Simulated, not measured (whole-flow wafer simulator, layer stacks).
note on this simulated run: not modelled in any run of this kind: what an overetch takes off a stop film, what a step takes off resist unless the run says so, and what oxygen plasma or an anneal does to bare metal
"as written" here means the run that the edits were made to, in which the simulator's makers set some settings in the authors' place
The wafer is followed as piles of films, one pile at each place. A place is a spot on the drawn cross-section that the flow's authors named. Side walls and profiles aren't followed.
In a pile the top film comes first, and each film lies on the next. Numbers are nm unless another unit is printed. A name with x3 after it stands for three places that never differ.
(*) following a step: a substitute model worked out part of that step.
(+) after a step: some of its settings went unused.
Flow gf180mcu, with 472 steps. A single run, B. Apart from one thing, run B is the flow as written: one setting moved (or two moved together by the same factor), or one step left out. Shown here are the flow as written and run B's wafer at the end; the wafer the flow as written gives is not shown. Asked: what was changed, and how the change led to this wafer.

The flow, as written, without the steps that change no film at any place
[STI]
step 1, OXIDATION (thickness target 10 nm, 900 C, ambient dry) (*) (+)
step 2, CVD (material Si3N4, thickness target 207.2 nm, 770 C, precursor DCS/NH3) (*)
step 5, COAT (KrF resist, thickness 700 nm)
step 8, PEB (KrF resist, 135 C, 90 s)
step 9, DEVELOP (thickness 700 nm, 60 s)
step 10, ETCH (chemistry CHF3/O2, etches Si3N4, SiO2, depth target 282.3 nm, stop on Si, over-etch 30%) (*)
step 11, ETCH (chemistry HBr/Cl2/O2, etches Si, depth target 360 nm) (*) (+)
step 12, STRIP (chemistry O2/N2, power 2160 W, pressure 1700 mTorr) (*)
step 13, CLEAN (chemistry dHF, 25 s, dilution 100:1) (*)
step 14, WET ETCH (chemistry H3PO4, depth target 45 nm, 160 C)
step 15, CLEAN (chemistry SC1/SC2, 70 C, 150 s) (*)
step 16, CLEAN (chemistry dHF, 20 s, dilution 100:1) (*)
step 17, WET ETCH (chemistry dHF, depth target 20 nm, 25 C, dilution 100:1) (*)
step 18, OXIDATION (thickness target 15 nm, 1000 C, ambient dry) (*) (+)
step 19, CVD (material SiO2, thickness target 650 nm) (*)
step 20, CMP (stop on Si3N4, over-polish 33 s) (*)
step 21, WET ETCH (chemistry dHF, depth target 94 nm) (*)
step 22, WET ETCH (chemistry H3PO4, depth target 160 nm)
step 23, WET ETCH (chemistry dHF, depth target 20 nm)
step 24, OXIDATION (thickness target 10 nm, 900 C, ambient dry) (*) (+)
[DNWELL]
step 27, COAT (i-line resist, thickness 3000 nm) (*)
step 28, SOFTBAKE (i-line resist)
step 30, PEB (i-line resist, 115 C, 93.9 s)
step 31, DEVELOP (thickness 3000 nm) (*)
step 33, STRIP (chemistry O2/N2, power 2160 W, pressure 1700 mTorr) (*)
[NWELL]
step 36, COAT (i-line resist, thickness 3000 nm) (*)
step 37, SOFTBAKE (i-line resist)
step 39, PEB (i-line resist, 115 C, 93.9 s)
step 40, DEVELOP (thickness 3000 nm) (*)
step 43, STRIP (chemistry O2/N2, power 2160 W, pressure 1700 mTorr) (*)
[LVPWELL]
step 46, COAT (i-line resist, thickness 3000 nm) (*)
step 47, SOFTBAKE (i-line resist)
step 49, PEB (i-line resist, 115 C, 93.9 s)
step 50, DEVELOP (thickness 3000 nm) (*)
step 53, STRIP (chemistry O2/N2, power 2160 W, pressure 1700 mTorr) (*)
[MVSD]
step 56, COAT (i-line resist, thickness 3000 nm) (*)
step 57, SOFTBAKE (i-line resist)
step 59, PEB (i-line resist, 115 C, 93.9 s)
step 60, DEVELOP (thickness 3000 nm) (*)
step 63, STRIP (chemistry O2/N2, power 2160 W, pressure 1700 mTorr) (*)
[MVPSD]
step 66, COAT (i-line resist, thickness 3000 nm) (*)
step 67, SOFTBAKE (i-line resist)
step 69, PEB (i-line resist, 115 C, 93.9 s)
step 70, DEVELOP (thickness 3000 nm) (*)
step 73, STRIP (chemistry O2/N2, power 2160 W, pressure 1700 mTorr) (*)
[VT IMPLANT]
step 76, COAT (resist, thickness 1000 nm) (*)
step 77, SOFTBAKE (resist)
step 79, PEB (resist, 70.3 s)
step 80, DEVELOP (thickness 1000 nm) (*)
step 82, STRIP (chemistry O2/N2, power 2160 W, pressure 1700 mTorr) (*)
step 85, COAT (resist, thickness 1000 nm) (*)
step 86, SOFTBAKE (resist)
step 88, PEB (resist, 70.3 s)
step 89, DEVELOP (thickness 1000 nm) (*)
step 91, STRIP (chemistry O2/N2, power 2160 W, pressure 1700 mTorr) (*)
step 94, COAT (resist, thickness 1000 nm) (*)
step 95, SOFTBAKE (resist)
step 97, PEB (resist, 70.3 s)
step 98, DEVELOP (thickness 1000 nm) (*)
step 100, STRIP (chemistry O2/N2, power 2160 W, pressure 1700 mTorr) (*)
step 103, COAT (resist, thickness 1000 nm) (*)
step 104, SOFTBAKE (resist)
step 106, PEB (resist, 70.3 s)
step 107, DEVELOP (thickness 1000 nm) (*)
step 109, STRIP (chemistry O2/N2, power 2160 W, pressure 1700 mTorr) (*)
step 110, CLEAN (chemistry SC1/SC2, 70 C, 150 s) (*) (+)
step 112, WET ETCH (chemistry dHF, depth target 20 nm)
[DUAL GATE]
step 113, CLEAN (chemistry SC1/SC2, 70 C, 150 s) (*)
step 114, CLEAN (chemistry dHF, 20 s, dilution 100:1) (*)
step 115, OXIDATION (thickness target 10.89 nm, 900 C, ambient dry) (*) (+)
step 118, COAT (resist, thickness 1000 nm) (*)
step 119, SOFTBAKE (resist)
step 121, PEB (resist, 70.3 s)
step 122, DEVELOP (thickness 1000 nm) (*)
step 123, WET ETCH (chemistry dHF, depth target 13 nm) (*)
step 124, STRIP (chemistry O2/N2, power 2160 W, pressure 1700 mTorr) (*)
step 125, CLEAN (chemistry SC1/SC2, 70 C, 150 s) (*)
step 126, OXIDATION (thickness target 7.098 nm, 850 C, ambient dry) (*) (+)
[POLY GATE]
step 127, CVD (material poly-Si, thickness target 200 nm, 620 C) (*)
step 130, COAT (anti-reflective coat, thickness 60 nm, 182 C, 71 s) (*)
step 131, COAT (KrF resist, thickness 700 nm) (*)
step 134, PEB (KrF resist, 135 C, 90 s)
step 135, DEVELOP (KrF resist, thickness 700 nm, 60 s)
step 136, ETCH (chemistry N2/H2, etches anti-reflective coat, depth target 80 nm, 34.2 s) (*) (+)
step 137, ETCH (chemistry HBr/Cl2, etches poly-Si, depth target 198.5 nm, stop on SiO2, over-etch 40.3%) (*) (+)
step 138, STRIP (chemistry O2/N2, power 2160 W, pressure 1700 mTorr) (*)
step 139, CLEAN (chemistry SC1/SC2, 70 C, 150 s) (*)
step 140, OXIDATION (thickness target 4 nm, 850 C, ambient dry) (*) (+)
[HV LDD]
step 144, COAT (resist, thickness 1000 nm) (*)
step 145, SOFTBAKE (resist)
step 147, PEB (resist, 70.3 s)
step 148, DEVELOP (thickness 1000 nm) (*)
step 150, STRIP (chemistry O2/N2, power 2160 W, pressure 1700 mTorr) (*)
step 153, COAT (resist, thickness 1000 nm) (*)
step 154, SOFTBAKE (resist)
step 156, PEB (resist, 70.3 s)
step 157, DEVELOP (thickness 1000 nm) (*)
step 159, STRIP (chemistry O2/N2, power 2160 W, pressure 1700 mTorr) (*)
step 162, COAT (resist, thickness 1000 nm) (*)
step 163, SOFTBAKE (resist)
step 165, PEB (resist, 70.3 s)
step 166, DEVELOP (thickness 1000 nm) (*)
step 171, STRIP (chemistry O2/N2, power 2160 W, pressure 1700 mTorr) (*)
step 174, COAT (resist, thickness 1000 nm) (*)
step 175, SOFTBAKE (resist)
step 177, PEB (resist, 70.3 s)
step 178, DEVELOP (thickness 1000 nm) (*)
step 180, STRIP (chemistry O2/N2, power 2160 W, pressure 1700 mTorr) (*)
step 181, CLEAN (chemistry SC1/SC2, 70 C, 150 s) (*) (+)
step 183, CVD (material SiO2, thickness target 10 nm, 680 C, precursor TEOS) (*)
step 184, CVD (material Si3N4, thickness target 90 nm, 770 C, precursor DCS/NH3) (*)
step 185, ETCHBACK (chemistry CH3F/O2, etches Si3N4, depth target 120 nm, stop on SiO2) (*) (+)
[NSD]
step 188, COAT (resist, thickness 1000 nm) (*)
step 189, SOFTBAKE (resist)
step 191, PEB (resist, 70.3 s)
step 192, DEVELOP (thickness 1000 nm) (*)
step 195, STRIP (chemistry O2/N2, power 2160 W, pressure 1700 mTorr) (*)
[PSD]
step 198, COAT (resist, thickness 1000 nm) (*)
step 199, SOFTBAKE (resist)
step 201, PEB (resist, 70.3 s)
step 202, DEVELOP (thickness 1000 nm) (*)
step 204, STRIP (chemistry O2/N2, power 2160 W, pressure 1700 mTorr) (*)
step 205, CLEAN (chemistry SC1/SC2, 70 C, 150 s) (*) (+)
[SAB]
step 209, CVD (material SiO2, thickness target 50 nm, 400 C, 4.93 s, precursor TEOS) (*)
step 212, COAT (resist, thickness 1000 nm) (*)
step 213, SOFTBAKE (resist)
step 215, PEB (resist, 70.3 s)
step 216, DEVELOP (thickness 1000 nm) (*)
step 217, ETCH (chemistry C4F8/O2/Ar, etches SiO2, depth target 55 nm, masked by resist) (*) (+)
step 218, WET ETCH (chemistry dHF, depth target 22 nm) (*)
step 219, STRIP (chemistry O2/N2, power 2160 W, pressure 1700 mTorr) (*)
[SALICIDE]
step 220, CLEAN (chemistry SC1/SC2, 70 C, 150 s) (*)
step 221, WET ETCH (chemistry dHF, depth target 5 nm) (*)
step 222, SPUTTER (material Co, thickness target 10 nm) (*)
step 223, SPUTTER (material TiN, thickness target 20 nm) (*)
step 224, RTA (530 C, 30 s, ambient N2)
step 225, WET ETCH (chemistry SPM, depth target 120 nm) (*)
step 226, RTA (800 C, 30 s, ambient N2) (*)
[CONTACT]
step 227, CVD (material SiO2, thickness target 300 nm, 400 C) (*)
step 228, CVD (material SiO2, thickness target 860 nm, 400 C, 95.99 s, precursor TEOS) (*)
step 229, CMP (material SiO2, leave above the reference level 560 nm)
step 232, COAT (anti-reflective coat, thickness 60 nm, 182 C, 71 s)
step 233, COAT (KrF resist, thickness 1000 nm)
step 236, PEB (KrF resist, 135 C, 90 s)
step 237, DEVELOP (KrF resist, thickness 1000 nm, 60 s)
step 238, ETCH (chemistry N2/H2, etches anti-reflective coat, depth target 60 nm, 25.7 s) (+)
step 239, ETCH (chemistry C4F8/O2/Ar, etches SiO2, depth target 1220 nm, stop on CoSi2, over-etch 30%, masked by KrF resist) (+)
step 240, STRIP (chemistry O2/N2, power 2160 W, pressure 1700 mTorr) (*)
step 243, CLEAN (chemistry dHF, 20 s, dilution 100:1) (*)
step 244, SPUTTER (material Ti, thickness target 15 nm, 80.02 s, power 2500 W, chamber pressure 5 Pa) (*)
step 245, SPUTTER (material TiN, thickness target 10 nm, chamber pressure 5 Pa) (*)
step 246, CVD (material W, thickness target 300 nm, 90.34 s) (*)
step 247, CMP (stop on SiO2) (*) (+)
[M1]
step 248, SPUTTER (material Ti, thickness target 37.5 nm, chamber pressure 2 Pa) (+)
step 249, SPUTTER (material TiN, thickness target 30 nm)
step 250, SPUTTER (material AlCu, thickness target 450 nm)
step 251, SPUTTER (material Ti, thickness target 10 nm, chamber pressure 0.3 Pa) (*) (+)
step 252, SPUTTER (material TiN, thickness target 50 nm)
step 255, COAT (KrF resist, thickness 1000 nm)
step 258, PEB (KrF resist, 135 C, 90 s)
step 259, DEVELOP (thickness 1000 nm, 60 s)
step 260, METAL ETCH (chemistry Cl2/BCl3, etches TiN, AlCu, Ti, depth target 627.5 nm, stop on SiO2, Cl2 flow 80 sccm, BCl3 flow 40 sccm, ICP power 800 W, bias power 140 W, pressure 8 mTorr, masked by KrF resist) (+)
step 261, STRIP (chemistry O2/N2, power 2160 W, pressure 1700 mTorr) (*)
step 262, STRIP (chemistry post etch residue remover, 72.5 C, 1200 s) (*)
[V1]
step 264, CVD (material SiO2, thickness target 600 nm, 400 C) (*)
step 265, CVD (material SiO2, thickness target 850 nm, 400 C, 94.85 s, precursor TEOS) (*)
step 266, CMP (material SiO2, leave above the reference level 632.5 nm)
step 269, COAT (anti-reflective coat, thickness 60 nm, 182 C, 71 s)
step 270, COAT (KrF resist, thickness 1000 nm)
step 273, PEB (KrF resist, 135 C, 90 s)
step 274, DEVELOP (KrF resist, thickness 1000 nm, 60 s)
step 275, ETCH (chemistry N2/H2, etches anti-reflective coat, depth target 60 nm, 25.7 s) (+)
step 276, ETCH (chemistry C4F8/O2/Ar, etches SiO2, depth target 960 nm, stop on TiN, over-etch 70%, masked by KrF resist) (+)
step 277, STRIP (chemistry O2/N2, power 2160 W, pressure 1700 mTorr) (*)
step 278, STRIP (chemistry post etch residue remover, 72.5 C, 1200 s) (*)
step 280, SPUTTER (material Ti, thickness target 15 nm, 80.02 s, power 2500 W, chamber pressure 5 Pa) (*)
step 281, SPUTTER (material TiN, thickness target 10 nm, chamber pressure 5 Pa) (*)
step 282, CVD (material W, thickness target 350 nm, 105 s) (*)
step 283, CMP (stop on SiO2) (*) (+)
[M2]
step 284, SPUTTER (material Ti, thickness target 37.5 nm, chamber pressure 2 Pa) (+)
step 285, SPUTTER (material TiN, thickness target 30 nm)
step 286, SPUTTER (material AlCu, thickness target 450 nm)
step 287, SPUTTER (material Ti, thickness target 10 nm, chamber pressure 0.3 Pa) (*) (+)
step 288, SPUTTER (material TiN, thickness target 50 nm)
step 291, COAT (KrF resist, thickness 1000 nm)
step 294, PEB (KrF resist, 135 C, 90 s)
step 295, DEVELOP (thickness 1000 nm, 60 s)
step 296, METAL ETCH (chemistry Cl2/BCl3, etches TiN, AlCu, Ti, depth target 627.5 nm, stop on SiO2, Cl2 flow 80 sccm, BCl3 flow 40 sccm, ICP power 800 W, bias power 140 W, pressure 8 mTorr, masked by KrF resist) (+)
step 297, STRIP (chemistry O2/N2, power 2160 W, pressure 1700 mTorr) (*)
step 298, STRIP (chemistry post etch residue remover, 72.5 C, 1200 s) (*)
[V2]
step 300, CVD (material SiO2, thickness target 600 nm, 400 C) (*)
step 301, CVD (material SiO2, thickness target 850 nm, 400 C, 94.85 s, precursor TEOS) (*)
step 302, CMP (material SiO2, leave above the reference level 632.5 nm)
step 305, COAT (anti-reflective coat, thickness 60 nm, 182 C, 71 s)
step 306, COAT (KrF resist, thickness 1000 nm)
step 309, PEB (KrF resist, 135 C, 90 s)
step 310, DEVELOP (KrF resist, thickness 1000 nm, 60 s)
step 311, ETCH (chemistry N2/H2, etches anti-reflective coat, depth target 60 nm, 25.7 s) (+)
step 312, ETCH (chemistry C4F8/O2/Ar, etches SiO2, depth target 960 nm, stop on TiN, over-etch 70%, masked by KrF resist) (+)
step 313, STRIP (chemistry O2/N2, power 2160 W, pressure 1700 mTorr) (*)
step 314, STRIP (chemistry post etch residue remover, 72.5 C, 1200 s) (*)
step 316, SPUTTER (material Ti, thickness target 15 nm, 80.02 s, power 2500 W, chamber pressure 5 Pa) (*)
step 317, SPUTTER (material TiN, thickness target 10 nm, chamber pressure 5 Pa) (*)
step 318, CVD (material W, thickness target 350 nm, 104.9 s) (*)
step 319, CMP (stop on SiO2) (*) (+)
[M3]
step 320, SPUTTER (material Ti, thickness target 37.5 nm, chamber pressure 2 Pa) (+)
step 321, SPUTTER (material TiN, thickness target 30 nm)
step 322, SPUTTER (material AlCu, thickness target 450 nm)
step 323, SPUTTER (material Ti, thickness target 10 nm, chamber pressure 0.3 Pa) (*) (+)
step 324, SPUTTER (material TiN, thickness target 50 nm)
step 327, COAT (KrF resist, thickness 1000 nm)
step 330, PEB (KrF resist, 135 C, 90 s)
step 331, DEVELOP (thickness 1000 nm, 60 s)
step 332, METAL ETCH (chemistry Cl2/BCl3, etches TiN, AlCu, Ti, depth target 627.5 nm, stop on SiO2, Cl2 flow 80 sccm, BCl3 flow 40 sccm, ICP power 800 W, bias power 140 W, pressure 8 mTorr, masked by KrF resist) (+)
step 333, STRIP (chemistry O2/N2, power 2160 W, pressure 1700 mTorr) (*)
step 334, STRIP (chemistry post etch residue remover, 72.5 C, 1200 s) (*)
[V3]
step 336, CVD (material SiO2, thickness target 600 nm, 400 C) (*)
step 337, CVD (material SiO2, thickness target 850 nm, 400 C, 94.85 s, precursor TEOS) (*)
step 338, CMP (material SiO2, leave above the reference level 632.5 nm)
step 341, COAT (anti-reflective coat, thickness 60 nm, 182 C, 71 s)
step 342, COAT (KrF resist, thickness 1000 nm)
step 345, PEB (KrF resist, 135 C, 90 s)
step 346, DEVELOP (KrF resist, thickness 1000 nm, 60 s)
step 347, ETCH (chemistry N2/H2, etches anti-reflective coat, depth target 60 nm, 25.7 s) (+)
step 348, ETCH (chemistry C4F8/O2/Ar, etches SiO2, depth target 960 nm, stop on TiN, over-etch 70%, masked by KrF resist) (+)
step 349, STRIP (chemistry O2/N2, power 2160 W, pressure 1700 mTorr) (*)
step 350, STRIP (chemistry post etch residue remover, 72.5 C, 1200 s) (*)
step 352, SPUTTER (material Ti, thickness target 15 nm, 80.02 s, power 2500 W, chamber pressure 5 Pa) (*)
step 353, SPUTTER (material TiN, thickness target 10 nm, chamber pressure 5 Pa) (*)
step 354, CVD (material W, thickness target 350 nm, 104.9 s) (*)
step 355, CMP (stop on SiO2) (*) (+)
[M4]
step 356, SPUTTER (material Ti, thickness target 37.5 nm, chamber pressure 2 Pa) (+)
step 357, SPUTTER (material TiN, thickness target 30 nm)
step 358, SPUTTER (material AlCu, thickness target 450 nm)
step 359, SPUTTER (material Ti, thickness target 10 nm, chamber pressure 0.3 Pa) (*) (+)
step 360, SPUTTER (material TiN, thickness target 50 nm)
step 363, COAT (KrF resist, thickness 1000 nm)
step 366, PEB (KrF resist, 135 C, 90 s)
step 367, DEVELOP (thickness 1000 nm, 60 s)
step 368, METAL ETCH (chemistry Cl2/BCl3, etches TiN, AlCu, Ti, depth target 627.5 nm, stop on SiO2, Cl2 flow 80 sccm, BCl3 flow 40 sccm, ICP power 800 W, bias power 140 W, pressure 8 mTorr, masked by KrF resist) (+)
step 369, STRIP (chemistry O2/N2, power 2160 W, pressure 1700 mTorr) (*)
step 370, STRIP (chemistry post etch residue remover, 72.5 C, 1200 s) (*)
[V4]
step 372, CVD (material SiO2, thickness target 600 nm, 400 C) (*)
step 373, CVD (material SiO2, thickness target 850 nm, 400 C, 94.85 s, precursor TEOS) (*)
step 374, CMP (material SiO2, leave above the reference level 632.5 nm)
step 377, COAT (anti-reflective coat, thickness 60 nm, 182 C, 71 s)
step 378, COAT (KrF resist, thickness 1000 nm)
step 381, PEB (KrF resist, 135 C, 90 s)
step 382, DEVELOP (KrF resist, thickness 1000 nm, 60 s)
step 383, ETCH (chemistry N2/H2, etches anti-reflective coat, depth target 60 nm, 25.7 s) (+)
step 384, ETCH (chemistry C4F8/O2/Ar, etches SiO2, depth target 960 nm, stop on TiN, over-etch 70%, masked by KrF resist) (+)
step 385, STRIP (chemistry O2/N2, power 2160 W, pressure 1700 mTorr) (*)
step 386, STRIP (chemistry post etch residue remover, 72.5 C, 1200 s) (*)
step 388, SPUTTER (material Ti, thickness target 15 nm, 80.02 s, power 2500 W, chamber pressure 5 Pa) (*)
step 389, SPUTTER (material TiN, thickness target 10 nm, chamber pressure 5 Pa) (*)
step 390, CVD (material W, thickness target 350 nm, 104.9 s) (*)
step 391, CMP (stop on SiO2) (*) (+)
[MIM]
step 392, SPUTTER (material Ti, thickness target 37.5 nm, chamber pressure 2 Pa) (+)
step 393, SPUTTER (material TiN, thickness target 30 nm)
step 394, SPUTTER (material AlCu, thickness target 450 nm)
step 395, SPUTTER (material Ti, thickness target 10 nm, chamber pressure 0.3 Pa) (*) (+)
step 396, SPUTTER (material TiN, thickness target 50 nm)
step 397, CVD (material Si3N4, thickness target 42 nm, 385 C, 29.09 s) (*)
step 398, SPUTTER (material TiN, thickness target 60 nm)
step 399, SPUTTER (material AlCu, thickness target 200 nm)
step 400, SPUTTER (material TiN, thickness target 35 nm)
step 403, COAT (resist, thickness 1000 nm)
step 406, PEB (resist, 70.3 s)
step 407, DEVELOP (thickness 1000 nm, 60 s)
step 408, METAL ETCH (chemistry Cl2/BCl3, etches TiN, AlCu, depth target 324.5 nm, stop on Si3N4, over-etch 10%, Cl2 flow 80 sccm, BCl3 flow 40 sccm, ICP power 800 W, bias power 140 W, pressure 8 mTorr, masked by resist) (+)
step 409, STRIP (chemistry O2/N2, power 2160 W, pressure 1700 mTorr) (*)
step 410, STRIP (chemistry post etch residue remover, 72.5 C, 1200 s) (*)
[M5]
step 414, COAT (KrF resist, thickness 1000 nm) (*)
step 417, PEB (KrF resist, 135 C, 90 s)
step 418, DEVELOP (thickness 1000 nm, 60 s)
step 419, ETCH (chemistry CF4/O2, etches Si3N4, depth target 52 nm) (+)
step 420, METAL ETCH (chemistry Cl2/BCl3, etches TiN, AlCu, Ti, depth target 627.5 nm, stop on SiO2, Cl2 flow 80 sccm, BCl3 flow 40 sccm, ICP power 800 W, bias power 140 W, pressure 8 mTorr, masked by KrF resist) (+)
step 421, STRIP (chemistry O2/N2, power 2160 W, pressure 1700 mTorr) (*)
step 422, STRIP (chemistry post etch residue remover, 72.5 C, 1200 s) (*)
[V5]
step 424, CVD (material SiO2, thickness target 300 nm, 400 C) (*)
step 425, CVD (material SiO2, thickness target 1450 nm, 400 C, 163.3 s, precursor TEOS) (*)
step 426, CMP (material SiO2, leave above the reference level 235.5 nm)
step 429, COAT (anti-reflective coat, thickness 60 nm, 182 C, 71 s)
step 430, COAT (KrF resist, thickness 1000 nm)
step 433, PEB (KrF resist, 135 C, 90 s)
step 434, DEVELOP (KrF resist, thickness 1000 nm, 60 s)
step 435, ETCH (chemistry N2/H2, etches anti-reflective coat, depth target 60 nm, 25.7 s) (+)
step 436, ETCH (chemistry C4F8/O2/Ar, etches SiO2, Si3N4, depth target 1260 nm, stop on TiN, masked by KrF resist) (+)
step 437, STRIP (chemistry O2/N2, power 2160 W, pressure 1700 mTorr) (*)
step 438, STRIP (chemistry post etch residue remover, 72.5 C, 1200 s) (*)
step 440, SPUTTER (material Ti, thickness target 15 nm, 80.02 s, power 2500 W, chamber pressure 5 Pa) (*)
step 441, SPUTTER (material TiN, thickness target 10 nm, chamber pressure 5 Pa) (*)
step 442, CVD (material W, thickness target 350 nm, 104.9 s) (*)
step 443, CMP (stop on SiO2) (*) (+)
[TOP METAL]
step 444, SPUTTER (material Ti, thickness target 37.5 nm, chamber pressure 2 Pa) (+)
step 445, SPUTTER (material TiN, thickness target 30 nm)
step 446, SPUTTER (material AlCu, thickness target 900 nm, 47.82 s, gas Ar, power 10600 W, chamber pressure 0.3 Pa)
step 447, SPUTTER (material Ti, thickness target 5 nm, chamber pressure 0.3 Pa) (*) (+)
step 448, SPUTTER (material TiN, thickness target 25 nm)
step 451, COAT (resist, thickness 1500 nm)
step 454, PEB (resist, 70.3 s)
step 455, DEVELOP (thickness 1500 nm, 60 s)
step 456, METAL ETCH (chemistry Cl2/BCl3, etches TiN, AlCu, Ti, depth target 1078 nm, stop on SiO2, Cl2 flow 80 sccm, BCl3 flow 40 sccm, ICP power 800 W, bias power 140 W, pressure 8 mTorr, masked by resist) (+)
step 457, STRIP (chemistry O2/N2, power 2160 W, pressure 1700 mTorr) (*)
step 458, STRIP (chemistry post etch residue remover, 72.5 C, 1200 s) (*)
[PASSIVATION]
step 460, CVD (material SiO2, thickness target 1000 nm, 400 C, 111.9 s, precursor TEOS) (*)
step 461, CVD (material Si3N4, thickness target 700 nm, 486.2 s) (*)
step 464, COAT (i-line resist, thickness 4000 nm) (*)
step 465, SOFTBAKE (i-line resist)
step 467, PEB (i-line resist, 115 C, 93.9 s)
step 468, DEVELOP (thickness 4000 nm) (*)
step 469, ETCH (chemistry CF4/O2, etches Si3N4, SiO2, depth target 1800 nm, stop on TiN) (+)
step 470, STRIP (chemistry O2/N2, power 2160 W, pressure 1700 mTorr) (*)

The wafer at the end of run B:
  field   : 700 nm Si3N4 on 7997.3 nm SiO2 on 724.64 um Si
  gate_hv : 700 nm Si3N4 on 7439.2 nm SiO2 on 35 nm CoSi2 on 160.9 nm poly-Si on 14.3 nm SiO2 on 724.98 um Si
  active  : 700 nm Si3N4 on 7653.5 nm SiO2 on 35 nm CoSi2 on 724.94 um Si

Cause: step 394, SPUTTER: thickness target 220 nm was run, whereas the flow has thickness target 450 nm.

How this came from the change, step by step:
  step 394, SPUTTER (material AlCu, thickness target 450 nm)
      field, field__w1, field__w2 and 108 more: AlCu gains 220 (new film) (as written it would have been: AlCu gains 450 (new film))
  step 420, METAL ETCH (chemistry Cl2/BCl3, etches TiN, AlCu, Ti, depth target 627.5 nm, stop on SiO2, Cl2 flow 80 sccm, BCl3 flow 40 sccm, ICP power 800 W, bias power 140 W, pressure 8 mTorr, masked by KrF resist) (+)
      field, field__w1, field__w2 and 101 more: TiN loses 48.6 (all of it), Ti loses 10 (all of it), AlCu loses 220 (all of it), TiN loses 30 (all of it), Ti loses 37.5 (all of it) (as written it would have been: TiN loses 48.6 (all of it), Ti loses 10 (all of it), AlCu loses 450 (all of it), TiN loses 30 (all of it), Ti loses 37.5 (all of it))
      field__w4, field__w8, contact, m1, m1__w1, mim, mim_1p0, m1_nw: KrF resist loses 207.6 (as written it would have been: KrF resist loses 251)
  step 421, STRIP (chemistry O2/N2, power 2160 W, pressure 1700 mTorr) (*)
      field__w8, m1__w1: KrF resist loses 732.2 (all of it) (as written it would have been: KrF resist loses 688.9 (all of it))
      contact, m1: KrF resist loses 732.7 (all of it) (as written it would have been: KrF resist loses 689.3 (all of it))
      (as well as at 4 more places)
  step 426, CMP (material SiO2, leave above the reference level 235.5 nm)
      field, field__w1, field__w5 and 92 more: SiO2 loses 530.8 (as written it would have been: SiO2 loses 300.8)
      field__w2, field__w3, field__w12 and 6 more: SiO2 loses 513.1 (as written it would have been: SiO2 loses 272.7)
